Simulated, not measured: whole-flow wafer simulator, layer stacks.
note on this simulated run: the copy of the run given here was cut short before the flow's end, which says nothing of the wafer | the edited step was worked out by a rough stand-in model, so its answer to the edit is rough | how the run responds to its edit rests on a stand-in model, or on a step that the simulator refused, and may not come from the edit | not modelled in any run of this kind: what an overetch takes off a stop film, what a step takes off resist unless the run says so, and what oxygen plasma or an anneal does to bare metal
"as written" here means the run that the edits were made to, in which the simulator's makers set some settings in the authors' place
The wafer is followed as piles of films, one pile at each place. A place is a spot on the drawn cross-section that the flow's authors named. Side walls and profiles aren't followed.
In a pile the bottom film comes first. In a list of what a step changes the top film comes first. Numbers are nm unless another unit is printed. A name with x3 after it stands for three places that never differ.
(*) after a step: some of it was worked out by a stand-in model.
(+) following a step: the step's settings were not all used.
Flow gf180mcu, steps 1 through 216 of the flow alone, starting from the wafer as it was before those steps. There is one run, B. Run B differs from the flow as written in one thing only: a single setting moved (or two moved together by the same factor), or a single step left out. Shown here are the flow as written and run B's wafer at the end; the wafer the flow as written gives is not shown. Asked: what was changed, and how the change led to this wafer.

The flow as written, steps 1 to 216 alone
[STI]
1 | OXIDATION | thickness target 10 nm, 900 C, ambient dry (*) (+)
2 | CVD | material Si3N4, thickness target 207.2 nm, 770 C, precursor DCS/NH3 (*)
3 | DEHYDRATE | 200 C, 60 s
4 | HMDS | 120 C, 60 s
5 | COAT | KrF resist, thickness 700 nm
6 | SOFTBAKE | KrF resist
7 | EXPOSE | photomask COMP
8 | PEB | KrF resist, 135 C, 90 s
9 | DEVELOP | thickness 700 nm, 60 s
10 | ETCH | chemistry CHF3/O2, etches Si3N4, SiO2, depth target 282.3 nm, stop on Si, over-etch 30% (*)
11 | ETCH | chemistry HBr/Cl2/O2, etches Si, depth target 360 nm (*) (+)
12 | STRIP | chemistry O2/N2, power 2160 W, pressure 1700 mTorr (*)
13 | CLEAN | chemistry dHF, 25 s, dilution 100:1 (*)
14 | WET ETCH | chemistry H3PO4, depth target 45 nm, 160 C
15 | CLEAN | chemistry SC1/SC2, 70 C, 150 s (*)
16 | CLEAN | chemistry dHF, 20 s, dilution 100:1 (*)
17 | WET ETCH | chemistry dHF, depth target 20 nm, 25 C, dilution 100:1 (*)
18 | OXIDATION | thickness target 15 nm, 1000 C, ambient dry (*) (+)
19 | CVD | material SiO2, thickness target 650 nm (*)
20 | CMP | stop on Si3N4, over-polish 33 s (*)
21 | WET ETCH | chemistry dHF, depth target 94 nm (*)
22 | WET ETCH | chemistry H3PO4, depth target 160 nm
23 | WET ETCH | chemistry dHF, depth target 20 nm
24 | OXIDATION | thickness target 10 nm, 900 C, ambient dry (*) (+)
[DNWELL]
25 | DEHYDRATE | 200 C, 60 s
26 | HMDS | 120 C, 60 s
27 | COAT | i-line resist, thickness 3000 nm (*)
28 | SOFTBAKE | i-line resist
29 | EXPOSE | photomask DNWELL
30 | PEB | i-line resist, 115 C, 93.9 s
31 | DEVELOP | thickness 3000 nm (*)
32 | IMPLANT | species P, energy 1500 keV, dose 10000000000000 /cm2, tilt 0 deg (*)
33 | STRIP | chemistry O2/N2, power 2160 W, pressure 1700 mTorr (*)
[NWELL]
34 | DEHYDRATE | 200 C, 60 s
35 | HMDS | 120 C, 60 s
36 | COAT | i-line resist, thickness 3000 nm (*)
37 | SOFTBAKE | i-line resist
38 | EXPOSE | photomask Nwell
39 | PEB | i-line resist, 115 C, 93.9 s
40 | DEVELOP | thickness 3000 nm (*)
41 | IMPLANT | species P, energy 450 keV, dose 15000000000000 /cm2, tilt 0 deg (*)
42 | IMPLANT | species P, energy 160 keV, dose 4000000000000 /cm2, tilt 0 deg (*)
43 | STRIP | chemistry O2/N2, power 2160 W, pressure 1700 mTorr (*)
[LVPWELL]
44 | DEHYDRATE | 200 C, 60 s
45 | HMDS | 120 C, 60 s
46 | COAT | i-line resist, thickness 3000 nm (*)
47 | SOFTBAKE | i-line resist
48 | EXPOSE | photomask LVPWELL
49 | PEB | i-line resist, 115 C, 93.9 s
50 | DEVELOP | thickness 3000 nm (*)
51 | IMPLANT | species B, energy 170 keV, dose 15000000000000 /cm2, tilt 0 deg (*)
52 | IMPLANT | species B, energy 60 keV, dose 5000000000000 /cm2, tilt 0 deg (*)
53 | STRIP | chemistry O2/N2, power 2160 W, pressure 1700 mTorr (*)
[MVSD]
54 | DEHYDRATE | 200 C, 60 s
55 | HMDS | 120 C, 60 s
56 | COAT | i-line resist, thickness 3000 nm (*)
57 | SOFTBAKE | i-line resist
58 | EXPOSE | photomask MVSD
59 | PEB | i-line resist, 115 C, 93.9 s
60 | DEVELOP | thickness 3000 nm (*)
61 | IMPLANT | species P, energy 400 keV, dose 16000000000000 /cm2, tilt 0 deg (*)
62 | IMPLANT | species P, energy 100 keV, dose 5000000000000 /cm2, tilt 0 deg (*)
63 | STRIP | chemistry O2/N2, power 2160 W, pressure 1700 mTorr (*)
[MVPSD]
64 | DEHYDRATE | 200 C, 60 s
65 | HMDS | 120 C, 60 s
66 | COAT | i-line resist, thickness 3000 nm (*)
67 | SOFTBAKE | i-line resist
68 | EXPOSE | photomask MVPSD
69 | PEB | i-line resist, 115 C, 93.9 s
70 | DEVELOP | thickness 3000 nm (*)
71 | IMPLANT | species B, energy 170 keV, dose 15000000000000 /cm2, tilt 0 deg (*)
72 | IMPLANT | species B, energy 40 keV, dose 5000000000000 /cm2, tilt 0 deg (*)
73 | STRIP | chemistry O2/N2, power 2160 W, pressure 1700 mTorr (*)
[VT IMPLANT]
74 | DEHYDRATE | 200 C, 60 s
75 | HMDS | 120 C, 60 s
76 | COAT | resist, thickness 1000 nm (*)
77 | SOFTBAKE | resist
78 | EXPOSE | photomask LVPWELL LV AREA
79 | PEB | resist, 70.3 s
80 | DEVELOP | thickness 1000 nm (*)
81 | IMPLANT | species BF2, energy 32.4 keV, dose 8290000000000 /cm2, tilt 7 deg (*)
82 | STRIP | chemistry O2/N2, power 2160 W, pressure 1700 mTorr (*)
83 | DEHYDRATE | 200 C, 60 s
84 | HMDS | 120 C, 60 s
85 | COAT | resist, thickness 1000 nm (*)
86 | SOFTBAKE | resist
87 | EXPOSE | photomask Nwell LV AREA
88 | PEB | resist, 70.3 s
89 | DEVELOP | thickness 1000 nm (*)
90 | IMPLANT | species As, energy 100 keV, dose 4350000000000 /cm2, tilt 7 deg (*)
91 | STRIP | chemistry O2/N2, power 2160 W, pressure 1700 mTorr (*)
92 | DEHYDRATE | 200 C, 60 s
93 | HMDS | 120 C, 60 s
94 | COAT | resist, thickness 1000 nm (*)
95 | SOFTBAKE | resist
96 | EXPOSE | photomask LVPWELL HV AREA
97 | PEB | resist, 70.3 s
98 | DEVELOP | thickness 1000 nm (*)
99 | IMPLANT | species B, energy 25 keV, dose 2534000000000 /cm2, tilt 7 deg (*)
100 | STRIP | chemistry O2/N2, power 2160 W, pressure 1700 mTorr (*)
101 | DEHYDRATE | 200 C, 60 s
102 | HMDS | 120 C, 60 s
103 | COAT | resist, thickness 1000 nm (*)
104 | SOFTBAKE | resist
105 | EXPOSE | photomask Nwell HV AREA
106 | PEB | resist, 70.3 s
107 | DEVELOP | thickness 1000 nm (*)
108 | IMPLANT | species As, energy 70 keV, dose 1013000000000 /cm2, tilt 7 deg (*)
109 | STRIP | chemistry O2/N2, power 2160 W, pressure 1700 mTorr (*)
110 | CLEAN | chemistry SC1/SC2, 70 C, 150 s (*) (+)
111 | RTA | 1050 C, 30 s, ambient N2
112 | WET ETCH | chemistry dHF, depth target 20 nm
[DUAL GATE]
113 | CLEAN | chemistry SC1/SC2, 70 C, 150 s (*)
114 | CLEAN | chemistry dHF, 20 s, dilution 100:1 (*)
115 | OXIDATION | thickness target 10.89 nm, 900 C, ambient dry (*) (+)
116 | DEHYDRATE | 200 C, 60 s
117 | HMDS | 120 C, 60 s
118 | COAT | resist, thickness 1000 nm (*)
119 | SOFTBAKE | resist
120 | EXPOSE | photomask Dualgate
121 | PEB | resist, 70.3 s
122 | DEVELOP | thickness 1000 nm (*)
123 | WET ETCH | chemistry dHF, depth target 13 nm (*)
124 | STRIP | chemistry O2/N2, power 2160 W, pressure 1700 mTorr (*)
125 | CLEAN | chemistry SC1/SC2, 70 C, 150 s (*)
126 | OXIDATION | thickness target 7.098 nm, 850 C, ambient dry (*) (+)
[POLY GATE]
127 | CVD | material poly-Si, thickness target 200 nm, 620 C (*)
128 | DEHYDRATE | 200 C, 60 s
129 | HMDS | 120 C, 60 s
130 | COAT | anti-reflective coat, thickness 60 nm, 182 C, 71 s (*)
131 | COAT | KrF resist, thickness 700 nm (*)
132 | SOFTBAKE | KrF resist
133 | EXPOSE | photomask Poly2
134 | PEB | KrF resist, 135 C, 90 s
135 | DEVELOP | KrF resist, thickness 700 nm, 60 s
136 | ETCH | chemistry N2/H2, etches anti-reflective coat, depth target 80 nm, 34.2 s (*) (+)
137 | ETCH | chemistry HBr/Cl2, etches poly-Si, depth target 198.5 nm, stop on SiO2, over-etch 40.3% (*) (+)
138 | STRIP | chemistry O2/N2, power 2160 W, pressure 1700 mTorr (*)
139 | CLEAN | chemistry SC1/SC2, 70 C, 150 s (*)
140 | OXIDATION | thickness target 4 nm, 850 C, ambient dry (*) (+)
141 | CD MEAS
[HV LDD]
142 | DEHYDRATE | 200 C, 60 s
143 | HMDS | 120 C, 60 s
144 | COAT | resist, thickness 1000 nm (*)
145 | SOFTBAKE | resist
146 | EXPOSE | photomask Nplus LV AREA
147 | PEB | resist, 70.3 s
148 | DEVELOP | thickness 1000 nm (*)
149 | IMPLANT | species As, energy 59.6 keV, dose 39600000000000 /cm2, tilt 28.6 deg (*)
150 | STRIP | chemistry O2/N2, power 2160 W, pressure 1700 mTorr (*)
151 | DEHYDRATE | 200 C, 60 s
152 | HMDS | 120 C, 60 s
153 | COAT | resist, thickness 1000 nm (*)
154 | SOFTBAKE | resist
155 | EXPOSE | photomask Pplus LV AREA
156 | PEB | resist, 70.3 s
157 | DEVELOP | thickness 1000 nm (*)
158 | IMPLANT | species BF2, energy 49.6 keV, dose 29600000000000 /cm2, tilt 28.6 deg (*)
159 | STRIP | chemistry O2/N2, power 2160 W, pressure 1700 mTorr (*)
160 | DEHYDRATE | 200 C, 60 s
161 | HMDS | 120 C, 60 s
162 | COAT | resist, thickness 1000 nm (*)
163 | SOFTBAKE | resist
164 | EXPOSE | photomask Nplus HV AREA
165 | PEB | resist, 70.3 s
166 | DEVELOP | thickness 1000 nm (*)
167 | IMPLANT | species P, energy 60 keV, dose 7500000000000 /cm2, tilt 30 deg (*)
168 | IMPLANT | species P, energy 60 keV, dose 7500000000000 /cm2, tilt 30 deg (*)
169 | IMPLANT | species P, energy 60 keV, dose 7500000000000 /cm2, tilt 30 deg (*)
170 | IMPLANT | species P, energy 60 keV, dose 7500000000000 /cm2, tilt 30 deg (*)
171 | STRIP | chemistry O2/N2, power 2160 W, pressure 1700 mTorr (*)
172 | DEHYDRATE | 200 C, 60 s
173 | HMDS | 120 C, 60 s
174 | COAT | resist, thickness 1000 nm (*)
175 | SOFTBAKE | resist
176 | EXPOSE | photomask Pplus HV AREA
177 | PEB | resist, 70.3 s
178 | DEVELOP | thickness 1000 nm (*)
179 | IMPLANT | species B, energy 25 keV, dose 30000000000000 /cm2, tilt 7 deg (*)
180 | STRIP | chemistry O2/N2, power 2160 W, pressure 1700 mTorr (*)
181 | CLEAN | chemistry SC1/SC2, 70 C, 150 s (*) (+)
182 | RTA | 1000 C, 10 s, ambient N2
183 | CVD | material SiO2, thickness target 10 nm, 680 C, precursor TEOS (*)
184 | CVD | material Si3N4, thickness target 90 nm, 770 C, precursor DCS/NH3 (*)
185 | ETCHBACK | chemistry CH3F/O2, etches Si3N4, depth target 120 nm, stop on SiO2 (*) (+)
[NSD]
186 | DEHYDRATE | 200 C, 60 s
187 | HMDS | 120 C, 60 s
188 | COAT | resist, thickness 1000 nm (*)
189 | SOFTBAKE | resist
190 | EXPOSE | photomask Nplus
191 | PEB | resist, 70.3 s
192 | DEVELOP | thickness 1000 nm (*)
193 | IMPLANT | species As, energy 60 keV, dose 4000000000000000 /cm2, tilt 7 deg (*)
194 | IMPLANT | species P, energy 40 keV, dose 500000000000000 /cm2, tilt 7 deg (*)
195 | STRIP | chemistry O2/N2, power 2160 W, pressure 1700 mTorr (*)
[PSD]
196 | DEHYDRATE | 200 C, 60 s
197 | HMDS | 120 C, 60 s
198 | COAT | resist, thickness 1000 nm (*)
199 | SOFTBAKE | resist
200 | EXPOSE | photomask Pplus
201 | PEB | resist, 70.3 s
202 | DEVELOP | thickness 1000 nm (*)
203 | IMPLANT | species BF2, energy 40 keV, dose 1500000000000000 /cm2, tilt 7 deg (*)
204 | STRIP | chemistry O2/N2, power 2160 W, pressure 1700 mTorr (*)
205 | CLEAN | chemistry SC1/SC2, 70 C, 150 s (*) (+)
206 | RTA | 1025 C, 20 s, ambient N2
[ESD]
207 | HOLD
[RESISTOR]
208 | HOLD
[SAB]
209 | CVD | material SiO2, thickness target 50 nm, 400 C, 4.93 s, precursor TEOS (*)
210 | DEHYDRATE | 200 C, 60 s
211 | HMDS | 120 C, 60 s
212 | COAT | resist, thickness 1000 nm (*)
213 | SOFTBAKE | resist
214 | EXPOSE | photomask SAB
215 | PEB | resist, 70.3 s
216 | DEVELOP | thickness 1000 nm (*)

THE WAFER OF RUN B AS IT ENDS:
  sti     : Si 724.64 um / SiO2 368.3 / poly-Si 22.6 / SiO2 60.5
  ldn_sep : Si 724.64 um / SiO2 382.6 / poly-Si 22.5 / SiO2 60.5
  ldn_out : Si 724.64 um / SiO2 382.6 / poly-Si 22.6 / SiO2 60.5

The reason: step 137, ETCH: depth target 124.1 nm was run, though the flow has depth target 198.5 nm.

Step by step, how the change led to this:
  137 | ETCH | chemistry HBr/Cl2, etches poly-Si, depth target 198.5 nm, stop on SiO2, over-etch 40.3% (*) (+)
      field__w3, field__w12, field_sub and 14 more: poly-Si loses 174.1 (as written it would have been: poly-Si loses 199 (all of it), SiO2 loses 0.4)
      field__w6, sti, m1 and 11 more: poly-Si loses 174.1 (as written it would have been: poly-Si loses 198.8 (all of it), SiO2 loses 0.4)
      (also at 61 further places)
  138 | STRIP | chemistry O2/N2, power 2160 W, pressure 1700 mTorr (*)
      field, field__w1, field__w2 and 61 more: chemical SiO2 gains 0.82 (new film), poly-Si loses 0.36 (as written it would have been: nothing)
      gate: chemical SiO2 gains 0.68 (new film), KrF resist loses 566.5 (all of it), anti-reflective coat loses 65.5 (all of it), poly-Si loses 0.3 (as written it would have been: chemical SiO2 gains 0.68 (new film), KrF resist loses 531.7 (all of it), anti-reflective coat loses 65.5 (all of it), poly-Si loses 0.3)
      (also at 27 further places)
  139 | CLEAN | chemistry SC1/SC2, 70 C, 150 s (*)
      field, field__w1, field__w2 and 34 more: chemical SiO2 loses 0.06, poly-Si loses 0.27 (as written it would have been: SiO2 loses 0.68)
  140 | OXIDATION | thickness target 4 nm, 850 C, ambient dry (*) (+)
      field, field__w1, field__w2 and 21 more: SiO2 gains 4 (new film), chemical SiO2 loses 0.76 (all of it), poly-Si loses 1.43 (as written it would have been: SiO2 gains 0.15, Si loses 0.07)
      active_hv, active_nat, ld_sd_n and 11 more: SiO2 gains 4 (new film), chemical SiO2 loses 0.76 (all of it), poly-Si loses 1.43 (as written it would have been: SiO2 gains 0.96, Si loses 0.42)
      (also at 26 further places)
  144 | COAT | resist, thickness 1000 nm (*)
      polyc_n, polyc_p: resist gains 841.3 (new film) (as written it would have been: resist gains 817.8 (new film))
      gate: resist gains 860.3 (new film) (as written it would have been: resist gains 837.3 (new film))
      (also at 21 further places)
  145 | SOFTBAKE | resist
      nw_enc_fld_lv__w3: resist loses 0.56 (as written it would have been: resist gains 2.63)
      field__w1: resist gains 3.5 (as written it would have been: resist gains 4.19)
      (also at 51 further places)
  148 | DEVELOP | thickness 1000 nm (*)
      gate: resist loses 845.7 (all of it) (as written it would have been: resist loses 822.7 (all of it))
      npoly_u: resist loses 843.7 (all of it) (as written it would have been: resist loses 821.5 (all of it))
      (also at 3 further places)
  150 | STRIP | chemistry O2/N2, power 2160 W, pressure 1700 mTorr (*)
      gate_hv: resist loses 845.7 (all of it) (as written it would have been: resist loses 824.2 (all of it))
      gate_p: resist loses 850.8 (all of it) (as written it would have been: resist loses 828.7 (all of it))
      (also at 20 further places)
  153 | COAT | resist, thickness 1000 nm (*)
      polyc_n, polyc_p: resist gains 841.3 (new film) (as written it would have been: resist gains 817.8 (new film))
      gate: resist gains 860.3 (new film) (as written it would have been: resist gains 837.3 (new film))
      (also at 21 further places)
  154 | SOFTBAKE | resist
      nw_enc_fld_lv__w3: resist loses 0.56 (as written it would have been: resist gains 2.63)
      field__w1: resist gains 3.5 (as written it would have been: resist gains 4.19)
      (also at 51 further places)
  157 | DEVELOP | thickness 1000 nm (*)
      gate_p: resist loses 850.8 (all of it) (as written it would have been: resist loses 828.7 (all of it))
      ppoly_u: resist loses 848.4 (all of it) (as written it would have been: resist loses 827 (all of it))
      (also at 3 further places)
  159 | STRIP | chemistry O2/N2, power 2160 W, pressure 1700 mTorr (*)
      gate: resist loses 845.7 (all of it) (as written it would have been: resist loses 822.7 (all of it))
      gate_hv: resist loses 845.7 (all of it) (as written it would have been: resist loses 824.2 (all of it))
      (also at 20 further places)
  162 | COAT | resist, thickness 1000 nm (*)
      polyc_n, polyc_p: resist gains 841.3 (new film) (as written it would have been: resist gains 817.8 (new film))
      gate: resist gains 860.3 (new film) (as written it would have been: resist gains 837.3 (new film))
      (also at 21 further places)
  163 | SOFTBAKE | resist
      nw_enc_fld_lv__w3: resist loses 0.56 (as written it would have been: resist gains 2.63)
      field__w1: resist gains 3.5 (as written it would have been: resist gains 4.19)
      (also at 51 further places)
  166 | DEVELOP | thickness 1000 nm (*)
      gate_hv: resist loses 845.7 (all of it) (as written it would have been: resist loses 824.2 (all of it))
      ld_gate_n: resist loses 867.7 (all of it) (as written it would have been: resist loses 849.3 (all of it))
      (also at 6 further places)
  171 | STRIP | chemistry O2/N2, power 2160 W, pressure 1700 mTorr (*)
      gate: resist loses 845.7 (all of it) (as written it would have been: resist loses 822.7 (all of it))
      gate_p: resist loses 850.8 (all of it) (as written it would have been: resist loses 828.7 (all of it))
      (also at 17 further places)
  ... 14 further steps ...
  216 | DEVELOP | thickness 1000 nm (*)
      gate: resist loses 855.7 (all of it) (as written it would have been: resist loses 834.3 (all of it))
      gate_hv: resist loses 856 (all of it) (as written it would have been: resist loses 836.1 (all of it))
      (also at 18 further places)
